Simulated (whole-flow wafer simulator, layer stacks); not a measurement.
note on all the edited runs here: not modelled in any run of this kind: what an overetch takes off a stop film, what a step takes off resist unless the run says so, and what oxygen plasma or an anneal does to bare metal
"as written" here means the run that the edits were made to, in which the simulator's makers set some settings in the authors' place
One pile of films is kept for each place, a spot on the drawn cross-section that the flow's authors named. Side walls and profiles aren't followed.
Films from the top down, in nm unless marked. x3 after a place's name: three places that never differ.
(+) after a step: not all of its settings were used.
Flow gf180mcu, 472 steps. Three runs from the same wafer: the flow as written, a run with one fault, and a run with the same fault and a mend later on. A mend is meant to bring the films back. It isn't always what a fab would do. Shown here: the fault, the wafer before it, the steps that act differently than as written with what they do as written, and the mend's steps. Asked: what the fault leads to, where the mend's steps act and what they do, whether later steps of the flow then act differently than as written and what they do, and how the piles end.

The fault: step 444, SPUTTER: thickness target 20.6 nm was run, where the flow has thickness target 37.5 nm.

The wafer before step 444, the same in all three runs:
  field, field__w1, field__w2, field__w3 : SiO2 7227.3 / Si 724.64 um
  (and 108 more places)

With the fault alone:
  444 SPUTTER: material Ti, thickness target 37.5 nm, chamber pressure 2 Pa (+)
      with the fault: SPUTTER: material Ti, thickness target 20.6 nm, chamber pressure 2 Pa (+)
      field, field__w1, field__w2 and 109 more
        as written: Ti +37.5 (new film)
        with the fault: Ti +20.6 (new film)
  Later steps of the flow that act differently than as written (4 more steps differ only slightly, by at most 2% or 0.5 nm, whichever is larger, and aren't shown):
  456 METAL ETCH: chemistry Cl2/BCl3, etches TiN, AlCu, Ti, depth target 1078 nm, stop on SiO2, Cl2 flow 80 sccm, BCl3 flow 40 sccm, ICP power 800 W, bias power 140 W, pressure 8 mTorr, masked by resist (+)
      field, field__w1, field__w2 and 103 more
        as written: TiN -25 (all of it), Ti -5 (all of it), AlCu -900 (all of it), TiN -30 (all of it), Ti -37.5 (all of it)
        with the fault: TiN -25 (all of it), Ti -5 (all of it), AlCu -900 (all of it), TiN -30 (all of it), Ti -20.6 (all of it)
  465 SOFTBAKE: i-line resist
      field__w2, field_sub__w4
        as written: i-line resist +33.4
        with the fault: i-line resist +32.5
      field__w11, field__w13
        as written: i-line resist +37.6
        with the fault: i-line resist +36.7
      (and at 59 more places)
  At the end the piles differ from the flow's by more than 2% or 0.5 nm, whichever is larger, at field__w8, contact, m1, m1__w1, pad, m1_nw.
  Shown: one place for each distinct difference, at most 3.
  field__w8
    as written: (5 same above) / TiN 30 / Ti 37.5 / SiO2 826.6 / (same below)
    with the fault: (5 same above) / TiN 30 / Ti 20.6 / SiO2 826.6 / (same below)
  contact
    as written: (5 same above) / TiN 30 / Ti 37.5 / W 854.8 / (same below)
    with the fault: (5 same above) / TiN 30 / Ti 20.6 / W 854.8 / (same below)
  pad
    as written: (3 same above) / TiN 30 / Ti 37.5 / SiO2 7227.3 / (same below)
    with the fault: (3 same above) / TiN 30 / Ti 20.6 / SiO2 7227.3 / (same below)

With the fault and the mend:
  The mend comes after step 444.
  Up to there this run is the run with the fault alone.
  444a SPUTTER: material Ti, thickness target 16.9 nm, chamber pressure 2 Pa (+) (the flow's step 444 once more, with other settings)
      field, field__w1, field__w2 and 109 more
        Ti +16.9
  No later step of the flow acts differently than as written at any place that is followed.
  At the end the piles are the same as the flow's at every place that both follow.
